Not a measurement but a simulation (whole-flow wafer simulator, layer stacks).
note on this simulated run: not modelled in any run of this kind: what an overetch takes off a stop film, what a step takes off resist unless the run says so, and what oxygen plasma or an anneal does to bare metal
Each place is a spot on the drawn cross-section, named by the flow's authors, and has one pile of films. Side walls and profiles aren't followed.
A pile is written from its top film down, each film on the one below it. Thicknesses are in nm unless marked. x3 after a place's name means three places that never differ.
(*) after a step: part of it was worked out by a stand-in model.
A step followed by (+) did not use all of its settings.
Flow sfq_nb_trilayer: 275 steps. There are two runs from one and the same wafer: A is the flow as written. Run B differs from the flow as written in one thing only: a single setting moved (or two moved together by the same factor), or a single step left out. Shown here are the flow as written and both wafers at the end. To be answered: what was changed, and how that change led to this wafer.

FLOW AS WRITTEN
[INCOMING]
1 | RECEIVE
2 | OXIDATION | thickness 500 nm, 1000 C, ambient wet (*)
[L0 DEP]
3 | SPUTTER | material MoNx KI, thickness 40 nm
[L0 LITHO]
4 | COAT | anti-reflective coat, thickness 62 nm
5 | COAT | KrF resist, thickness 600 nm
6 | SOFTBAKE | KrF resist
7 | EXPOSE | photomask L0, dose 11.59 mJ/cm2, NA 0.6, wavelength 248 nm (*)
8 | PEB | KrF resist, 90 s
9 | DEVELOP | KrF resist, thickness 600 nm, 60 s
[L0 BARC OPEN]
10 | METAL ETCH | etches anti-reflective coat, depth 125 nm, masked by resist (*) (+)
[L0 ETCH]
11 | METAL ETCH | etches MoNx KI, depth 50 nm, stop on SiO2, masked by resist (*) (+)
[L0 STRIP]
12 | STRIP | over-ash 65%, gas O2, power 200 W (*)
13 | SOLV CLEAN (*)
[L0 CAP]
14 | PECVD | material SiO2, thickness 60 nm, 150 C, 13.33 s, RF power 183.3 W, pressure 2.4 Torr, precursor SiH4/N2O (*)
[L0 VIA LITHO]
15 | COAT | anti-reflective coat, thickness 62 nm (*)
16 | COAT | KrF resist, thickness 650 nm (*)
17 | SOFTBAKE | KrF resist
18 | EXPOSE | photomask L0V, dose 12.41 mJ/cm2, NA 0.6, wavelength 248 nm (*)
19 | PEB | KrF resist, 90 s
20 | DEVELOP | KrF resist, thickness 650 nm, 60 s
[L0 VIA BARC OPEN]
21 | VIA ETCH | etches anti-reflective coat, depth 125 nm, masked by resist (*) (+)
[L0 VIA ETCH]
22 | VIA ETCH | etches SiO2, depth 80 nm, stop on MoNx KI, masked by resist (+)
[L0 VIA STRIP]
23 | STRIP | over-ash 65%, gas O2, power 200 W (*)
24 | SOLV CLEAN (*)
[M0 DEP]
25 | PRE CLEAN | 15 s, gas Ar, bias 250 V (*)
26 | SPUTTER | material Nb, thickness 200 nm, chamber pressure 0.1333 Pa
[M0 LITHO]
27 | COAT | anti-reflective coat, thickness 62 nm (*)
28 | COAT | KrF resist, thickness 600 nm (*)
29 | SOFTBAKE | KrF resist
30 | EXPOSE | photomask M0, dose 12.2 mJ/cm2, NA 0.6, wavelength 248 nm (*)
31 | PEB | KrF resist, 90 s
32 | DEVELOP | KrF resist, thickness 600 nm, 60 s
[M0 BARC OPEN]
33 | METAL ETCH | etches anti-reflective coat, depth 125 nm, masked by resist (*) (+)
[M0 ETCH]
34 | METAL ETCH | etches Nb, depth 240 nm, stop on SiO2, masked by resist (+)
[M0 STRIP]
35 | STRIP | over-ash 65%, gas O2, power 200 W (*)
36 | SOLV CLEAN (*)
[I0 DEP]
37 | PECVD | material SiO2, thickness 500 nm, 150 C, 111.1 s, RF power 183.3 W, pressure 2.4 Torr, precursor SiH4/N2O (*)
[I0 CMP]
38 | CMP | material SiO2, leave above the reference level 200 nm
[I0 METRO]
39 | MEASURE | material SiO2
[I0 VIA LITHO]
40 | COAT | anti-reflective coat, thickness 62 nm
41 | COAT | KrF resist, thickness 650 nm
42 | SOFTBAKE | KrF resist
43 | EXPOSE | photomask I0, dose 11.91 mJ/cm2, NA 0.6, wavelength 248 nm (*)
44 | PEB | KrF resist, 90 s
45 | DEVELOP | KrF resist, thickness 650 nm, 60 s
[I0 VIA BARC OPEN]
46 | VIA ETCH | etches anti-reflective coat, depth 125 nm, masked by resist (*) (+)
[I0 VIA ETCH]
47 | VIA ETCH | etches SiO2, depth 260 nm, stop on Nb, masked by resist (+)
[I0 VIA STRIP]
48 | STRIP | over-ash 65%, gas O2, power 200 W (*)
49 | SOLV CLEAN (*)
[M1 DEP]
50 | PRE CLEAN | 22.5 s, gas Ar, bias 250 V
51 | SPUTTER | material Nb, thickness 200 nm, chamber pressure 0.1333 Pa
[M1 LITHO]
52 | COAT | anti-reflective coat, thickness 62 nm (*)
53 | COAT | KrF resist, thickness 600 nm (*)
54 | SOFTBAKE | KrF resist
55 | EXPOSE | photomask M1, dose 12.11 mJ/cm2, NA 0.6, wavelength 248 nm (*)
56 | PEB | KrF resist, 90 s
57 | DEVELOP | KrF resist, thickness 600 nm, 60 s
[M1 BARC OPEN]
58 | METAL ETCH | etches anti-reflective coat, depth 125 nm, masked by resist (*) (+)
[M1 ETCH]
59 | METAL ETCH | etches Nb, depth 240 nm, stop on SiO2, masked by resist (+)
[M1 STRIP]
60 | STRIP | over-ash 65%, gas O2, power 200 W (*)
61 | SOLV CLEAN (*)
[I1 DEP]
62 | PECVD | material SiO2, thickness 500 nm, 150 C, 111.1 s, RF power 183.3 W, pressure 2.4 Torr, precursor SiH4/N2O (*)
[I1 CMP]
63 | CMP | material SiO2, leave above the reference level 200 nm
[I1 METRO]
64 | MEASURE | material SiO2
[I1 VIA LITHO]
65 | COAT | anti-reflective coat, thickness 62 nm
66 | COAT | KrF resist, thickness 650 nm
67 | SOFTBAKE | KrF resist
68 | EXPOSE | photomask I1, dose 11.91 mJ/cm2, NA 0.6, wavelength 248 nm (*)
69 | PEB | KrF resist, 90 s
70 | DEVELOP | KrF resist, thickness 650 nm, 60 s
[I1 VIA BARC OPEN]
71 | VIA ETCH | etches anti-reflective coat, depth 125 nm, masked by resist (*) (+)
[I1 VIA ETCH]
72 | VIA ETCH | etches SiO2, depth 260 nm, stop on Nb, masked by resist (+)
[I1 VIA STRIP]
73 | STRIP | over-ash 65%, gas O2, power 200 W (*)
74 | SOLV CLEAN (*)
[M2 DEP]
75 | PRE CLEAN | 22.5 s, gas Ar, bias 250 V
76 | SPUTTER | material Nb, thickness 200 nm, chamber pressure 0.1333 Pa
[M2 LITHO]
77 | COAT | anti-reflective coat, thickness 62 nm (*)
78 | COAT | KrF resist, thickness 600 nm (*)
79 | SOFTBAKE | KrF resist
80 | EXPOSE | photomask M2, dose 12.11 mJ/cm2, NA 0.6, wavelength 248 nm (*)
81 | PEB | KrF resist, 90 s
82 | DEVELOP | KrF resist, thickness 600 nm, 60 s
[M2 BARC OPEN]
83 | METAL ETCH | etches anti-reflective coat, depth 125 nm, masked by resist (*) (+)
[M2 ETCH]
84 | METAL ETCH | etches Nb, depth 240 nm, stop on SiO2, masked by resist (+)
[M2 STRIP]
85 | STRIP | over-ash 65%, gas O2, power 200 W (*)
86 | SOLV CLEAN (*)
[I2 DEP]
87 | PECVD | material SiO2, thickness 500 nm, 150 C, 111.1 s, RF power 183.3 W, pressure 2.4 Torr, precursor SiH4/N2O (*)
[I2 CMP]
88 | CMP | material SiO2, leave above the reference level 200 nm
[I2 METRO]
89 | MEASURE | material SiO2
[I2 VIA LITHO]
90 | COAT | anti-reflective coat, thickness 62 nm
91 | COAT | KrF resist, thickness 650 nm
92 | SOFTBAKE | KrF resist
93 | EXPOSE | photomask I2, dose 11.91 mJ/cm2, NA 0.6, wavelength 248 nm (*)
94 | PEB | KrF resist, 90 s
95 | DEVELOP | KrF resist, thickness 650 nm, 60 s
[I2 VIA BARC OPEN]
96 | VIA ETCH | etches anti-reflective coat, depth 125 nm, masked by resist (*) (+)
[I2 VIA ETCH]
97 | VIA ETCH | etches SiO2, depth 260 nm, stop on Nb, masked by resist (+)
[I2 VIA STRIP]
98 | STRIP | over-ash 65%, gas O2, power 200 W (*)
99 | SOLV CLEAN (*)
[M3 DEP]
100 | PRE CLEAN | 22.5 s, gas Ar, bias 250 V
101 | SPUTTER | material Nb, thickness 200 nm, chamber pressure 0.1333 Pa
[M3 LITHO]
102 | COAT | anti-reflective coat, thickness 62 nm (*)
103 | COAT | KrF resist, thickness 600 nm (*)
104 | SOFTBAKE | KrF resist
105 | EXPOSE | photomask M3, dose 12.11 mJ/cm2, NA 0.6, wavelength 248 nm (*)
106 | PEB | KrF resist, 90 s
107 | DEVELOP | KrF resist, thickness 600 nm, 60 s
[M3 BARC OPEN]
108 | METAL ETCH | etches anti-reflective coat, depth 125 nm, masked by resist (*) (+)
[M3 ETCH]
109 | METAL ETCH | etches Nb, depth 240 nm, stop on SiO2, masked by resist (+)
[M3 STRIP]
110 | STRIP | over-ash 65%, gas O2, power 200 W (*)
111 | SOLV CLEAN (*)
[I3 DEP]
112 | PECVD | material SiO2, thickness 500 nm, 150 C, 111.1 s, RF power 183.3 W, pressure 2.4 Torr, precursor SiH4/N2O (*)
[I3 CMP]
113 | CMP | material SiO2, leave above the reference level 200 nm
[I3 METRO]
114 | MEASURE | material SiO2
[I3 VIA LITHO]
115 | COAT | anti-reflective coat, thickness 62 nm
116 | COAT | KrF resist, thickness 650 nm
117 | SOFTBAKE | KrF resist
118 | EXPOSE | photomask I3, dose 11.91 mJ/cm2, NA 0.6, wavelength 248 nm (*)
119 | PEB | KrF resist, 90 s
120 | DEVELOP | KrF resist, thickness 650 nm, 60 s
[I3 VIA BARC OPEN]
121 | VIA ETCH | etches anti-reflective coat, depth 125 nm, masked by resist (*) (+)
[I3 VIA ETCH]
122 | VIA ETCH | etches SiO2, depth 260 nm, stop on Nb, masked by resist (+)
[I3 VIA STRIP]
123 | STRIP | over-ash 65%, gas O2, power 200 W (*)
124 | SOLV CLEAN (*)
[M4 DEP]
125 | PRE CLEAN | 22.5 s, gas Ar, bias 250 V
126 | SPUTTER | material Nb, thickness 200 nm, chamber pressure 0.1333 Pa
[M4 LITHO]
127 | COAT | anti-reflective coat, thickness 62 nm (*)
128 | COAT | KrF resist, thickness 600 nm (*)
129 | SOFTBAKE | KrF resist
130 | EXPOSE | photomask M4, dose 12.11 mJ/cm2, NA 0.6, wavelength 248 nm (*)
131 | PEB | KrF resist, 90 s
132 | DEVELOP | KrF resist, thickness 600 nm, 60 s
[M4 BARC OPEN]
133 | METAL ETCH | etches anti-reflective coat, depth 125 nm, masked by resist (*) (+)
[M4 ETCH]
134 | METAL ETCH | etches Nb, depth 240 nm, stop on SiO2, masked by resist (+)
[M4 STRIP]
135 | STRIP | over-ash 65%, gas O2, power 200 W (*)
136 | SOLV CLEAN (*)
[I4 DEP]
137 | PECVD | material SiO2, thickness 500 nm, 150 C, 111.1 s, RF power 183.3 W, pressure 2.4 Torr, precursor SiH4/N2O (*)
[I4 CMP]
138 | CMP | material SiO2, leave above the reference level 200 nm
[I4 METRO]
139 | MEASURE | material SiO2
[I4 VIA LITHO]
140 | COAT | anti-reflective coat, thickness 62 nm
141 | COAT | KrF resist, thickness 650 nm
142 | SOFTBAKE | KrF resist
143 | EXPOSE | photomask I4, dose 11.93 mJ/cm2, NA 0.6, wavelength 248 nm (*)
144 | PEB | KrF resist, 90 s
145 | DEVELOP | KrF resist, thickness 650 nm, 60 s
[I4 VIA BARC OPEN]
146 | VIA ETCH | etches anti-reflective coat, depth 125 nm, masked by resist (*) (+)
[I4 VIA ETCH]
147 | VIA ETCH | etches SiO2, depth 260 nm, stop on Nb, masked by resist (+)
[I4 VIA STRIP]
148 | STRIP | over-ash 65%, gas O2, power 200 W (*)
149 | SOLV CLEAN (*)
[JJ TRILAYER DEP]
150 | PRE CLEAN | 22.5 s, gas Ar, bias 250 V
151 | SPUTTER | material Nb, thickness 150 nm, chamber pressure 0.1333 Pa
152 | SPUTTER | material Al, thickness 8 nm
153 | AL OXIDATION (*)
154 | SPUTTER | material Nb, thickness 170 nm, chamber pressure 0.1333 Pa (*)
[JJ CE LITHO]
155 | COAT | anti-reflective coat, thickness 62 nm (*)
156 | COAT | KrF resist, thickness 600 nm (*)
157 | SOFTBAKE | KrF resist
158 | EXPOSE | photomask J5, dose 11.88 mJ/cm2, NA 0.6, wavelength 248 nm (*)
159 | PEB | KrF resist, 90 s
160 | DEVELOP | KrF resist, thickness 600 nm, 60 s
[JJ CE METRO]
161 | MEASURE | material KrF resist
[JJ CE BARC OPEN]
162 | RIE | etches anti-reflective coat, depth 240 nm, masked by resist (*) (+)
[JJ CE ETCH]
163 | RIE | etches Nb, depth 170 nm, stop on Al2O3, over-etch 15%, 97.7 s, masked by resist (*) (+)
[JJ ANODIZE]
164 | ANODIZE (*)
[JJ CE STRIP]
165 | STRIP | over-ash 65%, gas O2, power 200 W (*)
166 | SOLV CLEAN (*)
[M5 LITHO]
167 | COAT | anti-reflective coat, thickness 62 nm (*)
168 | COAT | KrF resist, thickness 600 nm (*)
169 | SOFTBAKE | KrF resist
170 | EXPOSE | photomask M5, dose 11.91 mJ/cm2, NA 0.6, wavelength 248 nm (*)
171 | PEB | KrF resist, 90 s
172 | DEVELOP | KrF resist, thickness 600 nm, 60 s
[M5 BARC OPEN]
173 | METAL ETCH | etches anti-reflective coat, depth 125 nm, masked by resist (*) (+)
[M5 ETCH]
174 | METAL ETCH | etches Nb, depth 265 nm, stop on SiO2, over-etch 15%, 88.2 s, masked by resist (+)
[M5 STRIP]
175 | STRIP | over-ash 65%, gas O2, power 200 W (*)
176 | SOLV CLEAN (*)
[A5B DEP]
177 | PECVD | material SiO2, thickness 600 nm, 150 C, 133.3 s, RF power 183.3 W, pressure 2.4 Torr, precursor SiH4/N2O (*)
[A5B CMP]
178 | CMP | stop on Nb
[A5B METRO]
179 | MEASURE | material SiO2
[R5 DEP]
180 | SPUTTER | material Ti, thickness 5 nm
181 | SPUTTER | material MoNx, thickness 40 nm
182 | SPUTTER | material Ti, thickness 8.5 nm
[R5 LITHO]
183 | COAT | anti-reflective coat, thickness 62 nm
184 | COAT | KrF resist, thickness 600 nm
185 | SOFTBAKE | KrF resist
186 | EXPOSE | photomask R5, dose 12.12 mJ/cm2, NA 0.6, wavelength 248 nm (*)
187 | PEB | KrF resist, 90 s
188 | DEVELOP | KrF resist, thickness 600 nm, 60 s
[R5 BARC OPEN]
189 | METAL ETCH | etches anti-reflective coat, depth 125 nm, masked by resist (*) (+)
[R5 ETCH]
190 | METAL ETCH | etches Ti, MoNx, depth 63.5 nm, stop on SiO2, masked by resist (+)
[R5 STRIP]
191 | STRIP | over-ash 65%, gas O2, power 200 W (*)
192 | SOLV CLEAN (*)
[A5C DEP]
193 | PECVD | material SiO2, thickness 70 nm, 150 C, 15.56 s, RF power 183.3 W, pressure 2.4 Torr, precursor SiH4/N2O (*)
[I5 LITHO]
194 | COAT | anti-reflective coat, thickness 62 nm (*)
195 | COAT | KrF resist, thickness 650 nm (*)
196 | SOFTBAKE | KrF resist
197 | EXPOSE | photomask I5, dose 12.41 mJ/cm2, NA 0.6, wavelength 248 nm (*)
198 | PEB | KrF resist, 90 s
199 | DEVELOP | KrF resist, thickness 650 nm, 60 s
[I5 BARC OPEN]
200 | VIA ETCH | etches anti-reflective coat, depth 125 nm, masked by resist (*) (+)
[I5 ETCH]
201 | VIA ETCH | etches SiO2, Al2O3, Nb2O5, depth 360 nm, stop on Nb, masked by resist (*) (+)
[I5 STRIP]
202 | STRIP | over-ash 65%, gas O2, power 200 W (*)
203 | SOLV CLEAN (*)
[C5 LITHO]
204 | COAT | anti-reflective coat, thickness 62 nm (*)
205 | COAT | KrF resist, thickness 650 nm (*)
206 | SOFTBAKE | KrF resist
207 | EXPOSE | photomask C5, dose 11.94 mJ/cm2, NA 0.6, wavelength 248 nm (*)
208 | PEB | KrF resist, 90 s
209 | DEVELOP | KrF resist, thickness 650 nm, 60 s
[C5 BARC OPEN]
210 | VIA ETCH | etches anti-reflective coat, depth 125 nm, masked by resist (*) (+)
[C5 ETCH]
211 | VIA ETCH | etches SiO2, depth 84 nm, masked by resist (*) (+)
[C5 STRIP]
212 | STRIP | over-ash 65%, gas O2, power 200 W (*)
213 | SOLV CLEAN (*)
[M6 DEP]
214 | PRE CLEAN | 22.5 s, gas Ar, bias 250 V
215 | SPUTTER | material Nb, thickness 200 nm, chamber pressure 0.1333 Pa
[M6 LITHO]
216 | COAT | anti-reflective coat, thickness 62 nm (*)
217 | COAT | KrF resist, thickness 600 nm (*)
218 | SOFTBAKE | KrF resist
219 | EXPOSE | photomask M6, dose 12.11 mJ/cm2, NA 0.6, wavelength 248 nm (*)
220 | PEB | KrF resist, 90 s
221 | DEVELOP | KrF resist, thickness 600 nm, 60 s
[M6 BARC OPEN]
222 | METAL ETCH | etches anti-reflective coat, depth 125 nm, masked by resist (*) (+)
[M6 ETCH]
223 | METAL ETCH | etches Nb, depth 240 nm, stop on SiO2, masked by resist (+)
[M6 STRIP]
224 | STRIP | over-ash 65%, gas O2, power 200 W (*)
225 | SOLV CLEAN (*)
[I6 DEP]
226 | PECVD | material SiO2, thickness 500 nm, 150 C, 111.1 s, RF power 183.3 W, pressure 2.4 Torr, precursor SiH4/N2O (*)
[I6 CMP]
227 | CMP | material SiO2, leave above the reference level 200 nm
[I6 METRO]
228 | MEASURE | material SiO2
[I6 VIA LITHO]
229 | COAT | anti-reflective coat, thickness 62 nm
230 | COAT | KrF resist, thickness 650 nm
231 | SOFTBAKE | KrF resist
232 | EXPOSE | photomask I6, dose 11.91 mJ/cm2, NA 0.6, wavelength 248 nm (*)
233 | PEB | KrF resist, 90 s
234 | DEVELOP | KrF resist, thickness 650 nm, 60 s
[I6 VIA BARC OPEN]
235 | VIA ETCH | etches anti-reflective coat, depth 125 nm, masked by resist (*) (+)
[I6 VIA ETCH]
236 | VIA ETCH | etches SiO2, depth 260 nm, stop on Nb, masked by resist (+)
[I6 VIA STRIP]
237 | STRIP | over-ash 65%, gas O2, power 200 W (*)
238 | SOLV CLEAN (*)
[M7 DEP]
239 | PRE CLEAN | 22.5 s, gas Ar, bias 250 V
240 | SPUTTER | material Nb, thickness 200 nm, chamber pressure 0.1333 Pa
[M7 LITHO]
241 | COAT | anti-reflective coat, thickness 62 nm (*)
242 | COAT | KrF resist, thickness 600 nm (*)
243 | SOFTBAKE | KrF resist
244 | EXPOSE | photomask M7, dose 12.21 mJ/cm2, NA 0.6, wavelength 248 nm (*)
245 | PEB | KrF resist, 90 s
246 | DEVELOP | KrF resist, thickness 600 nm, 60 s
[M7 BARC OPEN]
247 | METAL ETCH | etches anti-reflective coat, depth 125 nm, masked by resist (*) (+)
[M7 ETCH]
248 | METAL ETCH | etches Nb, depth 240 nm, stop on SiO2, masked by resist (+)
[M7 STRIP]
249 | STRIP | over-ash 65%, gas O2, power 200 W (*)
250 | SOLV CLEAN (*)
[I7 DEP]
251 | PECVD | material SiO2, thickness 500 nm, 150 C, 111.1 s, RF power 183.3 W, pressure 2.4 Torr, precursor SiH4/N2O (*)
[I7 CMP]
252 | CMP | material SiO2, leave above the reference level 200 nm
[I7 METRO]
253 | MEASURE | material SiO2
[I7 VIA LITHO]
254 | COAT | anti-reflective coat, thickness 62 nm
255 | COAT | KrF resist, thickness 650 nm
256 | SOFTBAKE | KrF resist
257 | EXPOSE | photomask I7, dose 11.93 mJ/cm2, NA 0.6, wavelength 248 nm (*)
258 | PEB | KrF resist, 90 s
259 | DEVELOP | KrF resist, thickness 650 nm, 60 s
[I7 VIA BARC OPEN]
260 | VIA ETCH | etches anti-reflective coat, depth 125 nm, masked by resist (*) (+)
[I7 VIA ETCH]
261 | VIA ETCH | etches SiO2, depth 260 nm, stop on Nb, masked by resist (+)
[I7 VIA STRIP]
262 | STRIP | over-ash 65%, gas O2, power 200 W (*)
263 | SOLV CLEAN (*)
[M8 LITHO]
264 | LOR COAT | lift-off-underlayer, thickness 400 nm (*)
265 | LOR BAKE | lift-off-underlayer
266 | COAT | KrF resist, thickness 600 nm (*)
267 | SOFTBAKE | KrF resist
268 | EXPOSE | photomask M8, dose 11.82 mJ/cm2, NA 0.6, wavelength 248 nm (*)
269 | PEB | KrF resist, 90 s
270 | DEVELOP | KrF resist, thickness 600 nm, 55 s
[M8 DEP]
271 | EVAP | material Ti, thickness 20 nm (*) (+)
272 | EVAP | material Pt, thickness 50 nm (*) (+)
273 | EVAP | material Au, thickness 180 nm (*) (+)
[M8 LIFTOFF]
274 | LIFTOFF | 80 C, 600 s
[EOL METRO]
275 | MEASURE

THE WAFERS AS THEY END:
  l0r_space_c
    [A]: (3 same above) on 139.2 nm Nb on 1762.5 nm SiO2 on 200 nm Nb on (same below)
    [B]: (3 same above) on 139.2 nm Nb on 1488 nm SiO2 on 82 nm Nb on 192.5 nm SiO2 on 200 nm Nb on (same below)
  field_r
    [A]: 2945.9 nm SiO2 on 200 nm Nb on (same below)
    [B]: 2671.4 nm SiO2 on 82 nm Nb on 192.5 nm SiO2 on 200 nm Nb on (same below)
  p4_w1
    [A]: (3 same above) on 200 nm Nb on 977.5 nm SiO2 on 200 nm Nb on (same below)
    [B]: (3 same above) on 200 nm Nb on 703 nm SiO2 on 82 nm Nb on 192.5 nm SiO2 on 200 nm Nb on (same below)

The reason: step 59, METAL ETCH: depth 118 nm was run, whereas the flow has depth 240 nm.

Step by step, how the change led to this:
  59 | METAL ETCH | etches Nb, depth 240 nm, stop on SiO2, masked by resist (+)
      field_l, be, be_sur and 79 more: A Nb loses 200 (all of it) | B Nb loses 118
      v_sur, via_wl, via_w and 21 more: A KrF resist loses 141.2 | B KrF resist loses 69.4
  60 | STRIP | over-ash 65%, gas O2, power 200 W (*)
      wl_j_sl, wl_jj, wl_j_sr and 13 more: A KrF resist loses 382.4 (all of it), anti-reflective coat loses 62 (all of it) | B KrF resist loses 454.1 (all of it), anti-reflective coat loses 62 (all of it)
      v_sur: A KrF resist loses 365.9 (all of it), anti-reflective coat loses 61.1 (all of it) | B KrF resist loses 437.6 (all of it), anti-reflective coat loses 61.1 (all of it)
      (and at 7 other places as well)
  62 | PECVD | material SiO2, thickness 500 nm, 150 C, 111.1 s, RF power 183.3 W, pressure 2.4 Torr, precursor SiH4/N2O (*)
      field_l, be, be_sur and 72 more: A SiO2 gains 500 | B SiO2 gains 500 (new film)
      lsp_m, ln_m6, lsp_r, l0_sur, l0v: A SiO2 gains 494.9 | B SiO2 gains 500 (new film)
      (and at 2 other places as well)
  63 | CMP | material SiO2, leave above the reference level 200 nm
      field_l, be, be_sur and 72 more: A SiO2 loses 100 | B SiO2 loses 182
      lsp_m, ln_m6, lsp_r, l0_sur, l0v: A SiO2 loses 94.9 | B SiO2 loses 182
      (and at 2 other places as well)
With metal films that touch counted as one body, l0r_space_c has 3 bodies (between them, from the top down: SiO2 1488; SiO2 192.5); the flow as written gives 2 bodies (between them, from the top down: SiO2 1762.5).
With metal films that touch counted as one body, field_r has 2 bodies (between them, from the top down: SiO2 192.5); the flow as written gives 1 body.
With metal films that touch counted as one body, p4_w1 has 4 bodies (between them, from the top down: SiO2 192.5; SiO2 703; SiO2 192.5); the flow as written gives 3 bodies (between them, from the top down: SiO2 192.5; SiO2 977.5).
